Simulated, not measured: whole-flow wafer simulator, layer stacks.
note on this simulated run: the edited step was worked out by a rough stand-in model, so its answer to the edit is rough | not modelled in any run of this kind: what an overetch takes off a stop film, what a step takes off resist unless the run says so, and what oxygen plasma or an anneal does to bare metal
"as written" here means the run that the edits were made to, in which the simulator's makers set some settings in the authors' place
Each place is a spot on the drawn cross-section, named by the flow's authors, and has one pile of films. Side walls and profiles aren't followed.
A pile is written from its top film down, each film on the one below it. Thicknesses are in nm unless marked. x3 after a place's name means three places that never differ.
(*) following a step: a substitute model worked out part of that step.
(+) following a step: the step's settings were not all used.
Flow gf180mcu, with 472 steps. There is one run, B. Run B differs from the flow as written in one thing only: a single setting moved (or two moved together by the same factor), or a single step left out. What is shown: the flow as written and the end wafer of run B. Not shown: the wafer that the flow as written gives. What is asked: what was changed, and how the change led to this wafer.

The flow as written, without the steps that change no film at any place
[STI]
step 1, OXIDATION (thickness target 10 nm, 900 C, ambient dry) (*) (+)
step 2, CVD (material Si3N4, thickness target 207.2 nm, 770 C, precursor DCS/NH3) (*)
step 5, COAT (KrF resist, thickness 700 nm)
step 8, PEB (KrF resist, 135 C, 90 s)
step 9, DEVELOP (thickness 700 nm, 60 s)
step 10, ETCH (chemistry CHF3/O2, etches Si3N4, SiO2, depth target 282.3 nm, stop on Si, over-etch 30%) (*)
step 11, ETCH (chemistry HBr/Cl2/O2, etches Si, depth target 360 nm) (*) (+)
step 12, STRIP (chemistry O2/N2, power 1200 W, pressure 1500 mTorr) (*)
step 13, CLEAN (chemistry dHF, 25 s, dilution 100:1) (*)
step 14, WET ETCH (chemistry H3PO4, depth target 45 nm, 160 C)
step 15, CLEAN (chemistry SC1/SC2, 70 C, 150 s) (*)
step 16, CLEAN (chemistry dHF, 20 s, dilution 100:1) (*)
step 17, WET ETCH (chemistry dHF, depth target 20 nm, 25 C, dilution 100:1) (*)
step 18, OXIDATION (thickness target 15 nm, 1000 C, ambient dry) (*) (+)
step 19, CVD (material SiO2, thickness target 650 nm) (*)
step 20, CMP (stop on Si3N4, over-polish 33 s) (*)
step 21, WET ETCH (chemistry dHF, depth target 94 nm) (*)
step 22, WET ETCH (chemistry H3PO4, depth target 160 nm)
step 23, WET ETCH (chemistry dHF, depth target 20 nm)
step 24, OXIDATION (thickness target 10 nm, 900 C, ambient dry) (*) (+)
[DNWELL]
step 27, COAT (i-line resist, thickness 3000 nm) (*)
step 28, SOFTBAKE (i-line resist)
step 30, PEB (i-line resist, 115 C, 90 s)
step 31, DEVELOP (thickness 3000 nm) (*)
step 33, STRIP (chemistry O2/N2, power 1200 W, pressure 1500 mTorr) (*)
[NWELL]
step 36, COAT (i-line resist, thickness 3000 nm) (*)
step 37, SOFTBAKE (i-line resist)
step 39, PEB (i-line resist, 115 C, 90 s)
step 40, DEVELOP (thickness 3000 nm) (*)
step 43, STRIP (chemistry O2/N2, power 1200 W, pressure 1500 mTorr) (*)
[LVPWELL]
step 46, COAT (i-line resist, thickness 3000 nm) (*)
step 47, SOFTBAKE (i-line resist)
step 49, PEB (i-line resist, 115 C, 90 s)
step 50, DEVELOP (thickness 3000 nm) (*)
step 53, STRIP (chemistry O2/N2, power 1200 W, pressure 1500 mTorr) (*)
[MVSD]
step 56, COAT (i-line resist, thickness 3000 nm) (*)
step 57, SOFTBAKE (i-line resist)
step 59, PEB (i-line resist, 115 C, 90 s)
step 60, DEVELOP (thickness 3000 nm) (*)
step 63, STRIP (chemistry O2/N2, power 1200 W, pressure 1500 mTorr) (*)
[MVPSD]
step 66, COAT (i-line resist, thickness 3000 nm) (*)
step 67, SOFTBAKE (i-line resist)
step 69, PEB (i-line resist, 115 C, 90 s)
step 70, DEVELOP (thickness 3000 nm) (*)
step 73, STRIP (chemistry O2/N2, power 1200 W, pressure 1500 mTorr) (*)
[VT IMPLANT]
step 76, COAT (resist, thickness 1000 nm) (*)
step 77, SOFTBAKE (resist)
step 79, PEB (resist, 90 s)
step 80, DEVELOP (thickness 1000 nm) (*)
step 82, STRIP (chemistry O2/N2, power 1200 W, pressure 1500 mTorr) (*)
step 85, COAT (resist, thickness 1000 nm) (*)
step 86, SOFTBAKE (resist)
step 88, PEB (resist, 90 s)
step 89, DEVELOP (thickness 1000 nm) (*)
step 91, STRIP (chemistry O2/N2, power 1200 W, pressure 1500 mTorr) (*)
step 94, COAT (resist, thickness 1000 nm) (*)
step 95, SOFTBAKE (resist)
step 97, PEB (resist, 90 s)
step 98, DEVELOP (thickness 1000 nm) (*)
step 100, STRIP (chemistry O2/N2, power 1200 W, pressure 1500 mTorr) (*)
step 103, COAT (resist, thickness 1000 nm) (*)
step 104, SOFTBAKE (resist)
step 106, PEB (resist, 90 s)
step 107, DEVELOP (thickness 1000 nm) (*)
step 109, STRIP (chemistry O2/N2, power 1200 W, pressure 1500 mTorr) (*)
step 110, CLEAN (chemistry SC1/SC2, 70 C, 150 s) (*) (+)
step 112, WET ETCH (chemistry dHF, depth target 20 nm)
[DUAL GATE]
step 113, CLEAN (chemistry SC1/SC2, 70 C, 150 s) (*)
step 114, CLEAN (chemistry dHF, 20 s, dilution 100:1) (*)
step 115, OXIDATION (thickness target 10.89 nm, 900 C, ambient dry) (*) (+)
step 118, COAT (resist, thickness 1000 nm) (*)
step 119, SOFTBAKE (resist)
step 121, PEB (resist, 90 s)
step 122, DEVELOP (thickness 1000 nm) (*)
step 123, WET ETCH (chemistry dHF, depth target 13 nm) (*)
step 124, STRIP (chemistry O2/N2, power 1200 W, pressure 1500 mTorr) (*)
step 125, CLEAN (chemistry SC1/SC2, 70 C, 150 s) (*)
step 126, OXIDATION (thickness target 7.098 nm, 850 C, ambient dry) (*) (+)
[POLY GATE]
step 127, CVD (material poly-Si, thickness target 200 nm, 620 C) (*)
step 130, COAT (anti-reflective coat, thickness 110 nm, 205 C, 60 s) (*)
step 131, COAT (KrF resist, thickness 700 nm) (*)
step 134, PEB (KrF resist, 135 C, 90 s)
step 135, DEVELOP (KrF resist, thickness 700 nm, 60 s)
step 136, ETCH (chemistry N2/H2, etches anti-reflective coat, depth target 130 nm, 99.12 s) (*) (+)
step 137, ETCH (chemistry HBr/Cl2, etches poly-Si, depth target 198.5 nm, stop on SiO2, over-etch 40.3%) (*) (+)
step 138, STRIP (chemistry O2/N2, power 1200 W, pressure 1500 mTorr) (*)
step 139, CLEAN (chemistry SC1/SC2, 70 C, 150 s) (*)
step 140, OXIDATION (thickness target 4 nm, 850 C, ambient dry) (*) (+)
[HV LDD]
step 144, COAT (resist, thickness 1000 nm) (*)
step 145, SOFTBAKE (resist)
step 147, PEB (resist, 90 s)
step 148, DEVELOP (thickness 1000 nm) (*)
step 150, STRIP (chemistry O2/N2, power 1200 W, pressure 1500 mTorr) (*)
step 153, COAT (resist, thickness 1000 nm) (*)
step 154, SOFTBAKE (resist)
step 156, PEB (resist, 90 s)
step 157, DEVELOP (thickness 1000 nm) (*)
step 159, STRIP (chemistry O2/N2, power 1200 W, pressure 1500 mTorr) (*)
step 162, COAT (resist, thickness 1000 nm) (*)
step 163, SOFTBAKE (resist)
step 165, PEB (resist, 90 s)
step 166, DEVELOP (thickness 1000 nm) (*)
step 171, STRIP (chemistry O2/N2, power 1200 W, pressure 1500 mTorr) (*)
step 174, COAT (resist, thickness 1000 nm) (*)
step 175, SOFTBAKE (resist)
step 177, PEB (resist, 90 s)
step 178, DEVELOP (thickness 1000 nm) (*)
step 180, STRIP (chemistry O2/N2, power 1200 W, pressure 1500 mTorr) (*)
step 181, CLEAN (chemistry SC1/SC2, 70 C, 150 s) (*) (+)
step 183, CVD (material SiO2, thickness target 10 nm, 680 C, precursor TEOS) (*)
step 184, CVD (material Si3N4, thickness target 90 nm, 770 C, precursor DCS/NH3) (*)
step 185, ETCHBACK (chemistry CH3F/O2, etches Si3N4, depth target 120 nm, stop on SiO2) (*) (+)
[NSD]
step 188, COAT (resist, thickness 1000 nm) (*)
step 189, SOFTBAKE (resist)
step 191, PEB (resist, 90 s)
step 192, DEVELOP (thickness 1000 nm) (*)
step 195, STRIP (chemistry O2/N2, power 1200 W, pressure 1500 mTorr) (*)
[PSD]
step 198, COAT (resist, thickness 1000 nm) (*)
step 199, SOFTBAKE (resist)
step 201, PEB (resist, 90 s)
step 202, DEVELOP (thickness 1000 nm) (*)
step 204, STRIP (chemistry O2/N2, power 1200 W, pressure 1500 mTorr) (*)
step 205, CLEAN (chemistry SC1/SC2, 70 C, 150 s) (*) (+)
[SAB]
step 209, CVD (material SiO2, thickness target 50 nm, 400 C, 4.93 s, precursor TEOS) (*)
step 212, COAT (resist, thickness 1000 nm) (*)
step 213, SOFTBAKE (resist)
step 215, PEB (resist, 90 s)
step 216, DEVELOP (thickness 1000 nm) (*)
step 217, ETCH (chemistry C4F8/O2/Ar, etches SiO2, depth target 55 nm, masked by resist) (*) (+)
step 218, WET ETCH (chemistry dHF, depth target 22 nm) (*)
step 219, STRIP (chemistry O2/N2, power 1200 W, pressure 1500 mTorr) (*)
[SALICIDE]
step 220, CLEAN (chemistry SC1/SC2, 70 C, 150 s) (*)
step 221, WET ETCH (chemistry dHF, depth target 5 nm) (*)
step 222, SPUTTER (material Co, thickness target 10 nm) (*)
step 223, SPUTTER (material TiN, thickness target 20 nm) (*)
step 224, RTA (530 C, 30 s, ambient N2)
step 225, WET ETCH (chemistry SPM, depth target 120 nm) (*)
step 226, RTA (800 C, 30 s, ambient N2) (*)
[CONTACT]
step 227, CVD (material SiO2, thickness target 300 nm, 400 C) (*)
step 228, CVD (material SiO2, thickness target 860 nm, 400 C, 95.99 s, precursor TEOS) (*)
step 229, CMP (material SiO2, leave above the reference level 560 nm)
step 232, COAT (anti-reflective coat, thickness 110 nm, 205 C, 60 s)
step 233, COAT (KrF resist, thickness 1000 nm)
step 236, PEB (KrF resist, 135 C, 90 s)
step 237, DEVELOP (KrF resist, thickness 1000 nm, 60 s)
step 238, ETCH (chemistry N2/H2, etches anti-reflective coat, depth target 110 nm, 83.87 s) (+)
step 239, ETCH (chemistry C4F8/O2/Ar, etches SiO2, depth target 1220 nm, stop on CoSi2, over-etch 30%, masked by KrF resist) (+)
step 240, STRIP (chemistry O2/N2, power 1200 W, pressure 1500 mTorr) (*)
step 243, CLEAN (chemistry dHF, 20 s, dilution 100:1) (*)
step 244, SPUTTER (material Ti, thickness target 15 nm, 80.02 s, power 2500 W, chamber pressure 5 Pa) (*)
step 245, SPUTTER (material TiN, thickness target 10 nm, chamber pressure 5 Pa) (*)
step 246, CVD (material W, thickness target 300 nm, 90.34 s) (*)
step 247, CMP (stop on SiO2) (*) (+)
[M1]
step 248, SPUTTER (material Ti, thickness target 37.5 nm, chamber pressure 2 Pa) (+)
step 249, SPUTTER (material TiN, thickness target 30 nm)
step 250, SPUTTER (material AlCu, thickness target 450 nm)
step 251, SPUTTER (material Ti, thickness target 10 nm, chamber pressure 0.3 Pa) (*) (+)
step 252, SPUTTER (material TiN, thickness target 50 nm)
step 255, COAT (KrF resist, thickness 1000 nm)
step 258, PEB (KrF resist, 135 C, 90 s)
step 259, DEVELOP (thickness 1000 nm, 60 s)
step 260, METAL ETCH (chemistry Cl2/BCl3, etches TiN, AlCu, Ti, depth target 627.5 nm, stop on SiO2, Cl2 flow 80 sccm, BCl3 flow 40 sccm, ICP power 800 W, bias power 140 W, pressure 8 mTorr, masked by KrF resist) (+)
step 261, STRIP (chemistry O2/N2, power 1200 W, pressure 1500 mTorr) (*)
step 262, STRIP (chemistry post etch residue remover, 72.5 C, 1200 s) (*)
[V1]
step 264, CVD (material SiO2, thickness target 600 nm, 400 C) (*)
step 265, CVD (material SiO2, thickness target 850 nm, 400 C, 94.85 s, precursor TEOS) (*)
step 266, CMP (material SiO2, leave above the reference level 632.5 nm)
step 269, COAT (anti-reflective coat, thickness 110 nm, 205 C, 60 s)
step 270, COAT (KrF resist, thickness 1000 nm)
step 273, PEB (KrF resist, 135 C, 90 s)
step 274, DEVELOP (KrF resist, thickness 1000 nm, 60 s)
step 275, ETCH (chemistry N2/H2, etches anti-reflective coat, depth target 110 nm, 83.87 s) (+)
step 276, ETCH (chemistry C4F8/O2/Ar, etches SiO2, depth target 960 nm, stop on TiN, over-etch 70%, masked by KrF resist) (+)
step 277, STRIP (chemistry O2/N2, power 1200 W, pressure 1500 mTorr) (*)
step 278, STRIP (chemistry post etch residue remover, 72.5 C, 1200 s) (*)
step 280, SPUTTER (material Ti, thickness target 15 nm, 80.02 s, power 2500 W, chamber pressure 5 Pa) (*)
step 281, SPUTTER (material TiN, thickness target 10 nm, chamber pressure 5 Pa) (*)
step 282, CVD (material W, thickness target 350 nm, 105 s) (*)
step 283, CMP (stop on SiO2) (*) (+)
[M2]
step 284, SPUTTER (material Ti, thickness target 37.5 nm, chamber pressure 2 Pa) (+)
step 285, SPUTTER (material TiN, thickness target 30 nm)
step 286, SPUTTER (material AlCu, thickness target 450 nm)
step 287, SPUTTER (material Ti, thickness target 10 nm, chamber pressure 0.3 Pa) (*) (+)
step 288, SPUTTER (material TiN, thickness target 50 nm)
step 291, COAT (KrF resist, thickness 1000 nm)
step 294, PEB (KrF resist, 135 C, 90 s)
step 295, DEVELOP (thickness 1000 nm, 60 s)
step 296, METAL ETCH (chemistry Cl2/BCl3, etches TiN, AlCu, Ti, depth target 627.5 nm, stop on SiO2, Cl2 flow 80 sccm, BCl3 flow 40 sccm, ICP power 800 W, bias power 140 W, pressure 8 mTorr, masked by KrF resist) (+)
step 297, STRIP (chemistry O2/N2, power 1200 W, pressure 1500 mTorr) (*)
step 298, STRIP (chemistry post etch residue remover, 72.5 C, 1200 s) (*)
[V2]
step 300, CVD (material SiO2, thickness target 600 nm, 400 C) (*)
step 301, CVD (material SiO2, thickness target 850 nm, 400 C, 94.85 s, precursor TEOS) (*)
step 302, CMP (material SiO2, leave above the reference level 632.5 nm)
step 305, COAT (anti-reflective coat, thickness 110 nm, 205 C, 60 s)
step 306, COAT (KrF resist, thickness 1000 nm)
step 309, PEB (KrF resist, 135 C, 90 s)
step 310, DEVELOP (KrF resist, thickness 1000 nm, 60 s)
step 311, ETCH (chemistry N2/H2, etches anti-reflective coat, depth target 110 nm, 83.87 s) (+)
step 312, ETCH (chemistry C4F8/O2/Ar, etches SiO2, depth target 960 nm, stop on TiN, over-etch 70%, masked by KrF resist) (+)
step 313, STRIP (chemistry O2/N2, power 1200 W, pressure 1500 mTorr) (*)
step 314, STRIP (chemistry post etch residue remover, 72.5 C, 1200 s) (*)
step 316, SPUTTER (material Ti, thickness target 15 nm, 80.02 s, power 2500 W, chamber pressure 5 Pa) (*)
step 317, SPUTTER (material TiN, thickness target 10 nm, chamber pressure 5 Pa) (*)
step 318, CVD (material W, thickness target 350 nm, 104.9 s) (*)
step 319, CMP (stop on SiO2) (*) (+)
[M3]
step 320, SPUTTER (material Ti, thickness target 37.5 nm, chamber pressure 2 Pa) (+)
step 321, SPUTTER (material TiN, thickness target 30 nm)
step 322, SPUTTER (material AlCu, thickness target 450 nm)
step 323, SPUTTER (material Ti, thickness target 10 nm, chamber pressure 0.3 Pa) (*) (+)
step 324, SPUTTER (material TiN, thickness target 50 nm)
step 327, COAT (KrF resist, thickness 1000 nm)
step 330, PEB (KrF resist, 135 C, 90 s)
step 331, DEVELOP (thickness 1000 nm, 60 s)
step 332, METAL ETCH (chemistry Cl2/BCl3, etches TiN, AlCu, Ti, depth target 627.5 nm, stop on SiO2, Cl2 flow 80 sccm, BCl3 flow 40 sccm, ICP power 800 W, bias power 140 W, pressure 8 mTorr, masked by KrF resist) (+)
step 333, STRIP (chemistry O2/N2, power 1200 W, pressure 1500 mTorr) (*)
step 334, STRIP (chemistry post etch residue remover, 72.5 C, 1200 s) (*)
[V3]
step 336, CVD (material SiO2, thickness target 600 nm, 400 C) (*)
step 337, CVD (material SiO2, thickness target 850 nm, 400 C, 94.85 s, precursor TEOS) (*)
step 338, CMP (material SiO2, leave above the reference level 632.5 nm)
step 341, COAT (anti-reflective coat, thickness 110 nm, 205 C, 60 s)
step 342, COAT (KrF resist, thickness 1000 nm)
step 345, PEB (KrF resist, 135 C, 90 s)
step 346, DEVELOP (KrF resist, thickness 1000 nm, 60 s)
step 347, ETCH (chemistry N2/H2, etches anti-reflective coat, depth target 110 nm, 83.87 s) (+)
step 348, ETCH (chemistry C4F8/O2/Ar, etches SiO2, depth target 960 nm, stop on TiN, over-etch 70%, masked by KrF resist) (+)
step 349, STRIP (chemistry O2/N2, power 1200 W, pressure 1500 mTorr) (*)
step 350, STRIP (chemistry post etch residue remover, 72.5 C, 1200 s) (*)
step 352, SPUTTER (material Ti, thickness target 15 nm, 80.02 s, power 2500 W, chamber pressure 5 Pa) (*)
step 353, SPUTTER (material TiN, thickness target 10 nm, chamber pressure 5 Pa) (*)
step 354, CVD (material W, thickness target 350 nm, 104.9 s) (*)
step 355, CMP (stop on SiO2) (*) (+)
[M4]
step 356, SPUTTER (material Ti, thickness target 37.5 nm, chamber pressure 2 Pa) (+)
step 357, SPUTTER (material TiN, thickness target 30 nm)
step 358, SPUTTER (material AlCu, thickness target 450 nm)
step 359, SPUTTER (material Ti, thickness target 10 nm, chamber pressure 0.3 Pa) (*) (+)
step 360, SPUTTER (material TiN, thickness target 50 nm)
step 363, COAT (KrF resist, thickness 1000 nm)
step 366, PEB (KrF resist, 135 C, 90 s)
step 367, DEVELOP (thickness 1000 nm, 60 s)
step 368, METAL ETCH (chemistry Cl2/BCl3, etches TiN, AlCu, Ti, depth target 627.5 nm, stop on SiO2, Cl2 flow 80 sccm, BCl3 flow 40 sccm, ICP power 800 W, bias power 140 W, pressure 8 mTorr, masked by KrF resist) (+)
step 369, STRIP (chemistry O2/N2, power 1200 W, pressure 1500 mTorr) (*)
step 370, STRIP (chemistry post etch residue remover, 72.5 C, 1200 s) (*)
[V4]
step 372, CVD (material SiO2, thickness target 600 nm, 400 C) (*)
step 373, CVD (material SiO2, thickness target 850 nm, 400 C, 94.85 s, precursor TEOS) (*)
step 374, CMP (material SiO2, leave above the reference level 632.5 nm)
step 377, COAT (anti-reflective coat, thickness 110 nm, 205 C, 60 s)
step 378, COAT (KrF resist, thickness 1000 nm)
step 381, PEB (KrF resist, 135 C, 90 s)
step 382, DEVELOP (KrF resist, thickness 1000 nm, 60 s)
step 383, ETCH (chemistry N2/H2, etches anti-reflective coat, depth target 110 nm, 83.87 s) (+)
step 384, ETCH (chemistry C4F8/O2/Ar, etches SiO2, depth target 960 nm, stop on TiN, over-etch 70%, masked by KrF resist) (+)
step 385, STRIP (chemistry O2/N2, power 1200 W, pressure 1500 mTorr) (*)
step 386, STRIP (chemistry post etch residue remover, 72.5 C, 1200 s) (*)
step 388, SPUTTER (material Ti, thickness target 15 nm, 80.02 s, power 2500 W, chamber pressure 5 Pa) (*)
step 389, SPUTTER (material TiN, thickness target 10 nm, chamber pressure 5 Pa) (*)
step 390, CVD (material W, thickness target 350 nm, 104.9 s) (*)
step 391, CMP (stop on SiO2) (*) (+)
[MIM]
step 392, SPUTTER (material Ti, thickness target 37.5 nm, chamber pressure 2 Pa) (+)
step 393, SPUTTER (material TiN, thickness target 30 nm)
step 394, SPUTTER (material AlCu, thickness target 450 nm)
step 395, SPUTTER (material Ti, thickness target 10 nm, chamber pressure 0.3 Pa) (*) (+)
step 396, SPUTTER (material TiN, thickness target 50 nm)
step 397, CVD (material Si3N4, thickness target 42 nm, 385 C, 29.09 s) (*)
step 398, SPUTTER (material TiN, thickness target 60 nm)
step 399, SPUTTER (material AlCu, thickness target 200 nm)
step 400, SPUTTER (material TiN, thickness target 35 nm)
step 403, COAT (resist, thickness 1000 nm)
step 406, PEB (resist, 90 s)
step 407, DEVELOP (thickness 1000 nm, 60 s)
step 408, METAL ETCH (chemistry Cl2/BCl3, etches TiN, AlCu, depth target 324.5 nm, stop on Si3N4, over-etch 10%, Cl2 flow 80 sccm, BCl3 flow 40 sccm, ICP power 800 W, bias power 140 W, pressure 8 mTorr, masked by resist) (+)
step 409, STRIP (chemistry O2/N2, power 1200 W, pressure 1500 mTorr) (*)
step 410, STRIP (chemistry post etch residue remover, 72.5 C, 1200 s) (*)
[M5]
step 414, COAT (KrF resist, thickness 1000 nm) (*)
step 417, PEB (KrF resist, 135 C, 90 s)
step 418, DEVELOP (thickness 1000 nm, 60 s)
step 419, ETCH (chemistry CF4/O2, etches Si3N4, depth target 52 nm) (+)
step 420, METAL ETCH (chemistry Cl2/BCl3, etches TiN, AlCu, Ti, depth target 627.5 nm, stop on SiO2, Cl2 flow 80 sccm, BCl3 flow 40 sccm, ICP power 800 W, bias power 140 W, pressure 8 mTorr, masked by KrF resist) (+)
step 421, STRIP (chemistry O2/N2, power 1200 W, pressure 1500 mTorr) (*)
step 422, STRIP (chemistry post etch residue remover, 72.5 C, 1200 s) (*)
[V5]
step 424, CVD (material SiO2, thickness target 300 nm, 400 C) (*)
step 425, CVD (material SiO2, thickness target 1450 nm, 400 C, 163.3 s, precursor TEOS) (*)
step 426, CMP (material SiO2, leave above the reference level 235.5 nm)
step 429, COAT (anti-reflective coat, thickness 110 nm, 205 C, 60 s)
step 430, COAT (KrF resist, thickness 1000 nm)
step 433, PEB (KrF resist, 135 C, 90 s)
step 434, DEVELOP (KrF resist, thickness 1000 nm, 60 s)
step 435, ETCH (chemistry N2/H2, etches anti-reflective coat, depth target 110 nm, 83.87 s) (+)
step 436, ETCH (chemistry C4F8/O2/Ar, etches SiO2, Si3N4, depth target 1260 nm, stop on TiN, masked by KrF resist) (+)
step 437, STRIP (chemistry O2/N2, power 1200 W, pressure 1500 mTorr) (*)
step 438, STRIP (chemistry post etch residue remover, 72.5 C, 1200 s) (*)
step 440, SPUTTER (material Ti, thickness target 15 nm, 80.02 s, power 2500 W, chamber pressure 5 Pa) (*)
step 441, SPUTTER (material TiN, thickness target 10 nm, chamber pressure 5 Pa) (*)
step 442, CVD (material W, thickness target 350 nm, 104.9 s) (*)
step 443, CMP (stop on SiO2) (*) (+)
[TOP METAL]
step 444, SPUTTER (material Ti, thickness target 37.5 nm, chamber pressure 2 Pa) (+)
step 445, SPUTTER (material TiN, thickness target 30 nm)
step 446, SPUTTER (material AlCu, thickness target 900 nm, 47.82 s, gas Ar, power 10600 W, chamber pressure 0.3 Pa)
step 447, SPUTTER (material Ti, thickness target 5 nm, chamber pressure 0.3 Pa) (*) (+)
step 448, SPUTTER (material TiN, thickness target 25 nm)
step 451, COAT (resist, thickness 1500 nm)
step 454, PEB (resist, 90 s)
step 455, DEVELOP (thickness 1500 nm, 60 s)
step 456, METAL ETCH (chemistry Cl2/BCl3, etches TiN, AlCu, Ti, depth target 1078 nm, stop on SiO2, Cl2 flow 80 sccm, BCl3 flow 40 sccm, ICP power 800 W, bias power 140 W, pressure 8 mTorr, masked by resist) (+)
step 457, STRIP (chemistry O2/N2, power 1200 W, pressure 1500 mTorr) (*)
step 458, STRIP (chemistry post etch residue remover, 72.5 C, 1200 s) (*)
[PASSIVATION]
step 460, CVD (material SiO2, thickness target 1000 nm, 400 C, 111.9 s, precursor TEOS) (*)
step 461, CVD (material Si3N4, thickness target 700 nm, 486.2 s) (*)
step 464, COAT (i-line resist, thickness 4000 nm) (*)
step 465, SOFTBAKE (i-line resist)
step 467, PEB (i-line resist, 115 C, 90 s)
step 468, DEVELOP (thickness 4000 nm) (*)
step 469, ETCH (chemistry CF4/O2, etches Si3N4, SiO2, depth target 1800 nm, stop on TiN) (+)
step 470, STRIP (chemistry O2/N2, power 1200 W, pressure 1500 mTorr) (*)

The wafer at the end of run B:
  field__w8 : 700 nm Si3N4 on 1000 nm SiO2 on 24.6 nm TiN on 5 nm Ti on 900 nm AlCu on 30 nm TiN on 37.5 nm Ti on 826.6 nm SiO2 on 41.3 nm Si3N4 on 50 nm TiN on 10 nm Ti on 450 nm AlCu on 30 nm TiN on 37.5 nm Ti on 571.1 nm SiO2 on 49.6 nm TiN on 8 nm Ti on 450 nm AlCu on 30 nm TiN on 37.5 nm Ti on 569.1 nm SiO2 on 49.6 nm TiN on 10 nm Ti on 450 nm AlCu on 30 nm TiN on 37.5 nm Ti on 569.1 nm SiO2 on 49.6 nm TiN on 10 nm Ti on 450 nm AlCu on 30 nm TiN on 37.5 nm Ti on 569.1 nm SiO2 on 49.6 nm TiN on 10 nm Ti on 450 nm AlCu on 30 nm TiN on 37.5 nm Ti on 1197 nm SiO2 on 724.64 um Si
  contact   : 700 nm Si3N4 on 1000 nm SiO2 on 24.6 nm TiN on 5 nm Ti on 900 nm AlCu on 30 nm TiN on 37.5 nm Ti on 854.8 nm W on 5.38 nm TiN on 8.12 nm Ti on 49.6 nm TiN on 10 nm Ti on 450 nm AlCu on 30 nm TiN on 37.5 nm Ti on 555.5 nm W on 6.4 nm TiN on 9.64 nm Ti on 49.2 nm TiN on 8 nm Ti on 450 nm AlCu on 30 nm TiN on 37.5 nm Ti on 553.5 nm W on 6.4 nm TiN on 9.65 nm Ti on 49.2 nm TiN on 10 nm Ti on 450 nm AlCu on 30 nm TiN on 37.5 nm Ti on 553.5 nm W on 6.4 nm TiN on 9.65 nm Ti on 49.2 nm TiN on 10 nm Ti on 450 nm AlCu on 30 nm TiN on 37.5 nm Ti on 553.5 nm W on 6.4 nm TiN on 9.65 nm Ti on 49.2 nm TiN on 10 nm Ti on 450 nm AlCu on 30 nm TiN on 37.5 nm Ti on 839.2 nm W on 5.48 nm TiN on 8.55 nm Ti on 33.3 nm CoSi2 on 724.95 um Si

What caused this: step 359, SPUTTER: thickness target 8 nm was run, whereas the flow has thickness target 10 nm.
One can read it off the wafer: field__w8 has Ti 8, and step 359 as written asks for 10 nm.

How this came from the change, step by step:
  step 359, SPUTTER (material Ti, thickness target 10 nm, chamber pressure 0.3 Pa) (*) (+)
      field, field__w1, field__w2 and 108 more: +8 Ti (new film) (as written it would have been: +10 Ti (new film))
  step 368, METAL ETCH (chemistry Cl2/BCl3, etches TiN, AlCu, Ti, depth target 627.5 nm, stop on SiO2, Cl2 flow 80 sccm, BCl3 flow 40 sccm, ICP power 800 W, bias power 140 W, pressure 8 mTorr, masked by KrF resist) (+)
      field, field__w1, field__w2 and 103 more: -50 TiN (all of it), -8 Ti (all of it), -450 AlCu (all of it), -30 TiN (all of it), -37.5 Ti (all of it) (as written it would have been: -50 TiN (all of it), -10 Ti (all of it), -450 AlCu (all of it), -30 TiN (all of it), -37.5 Ti (all of it))
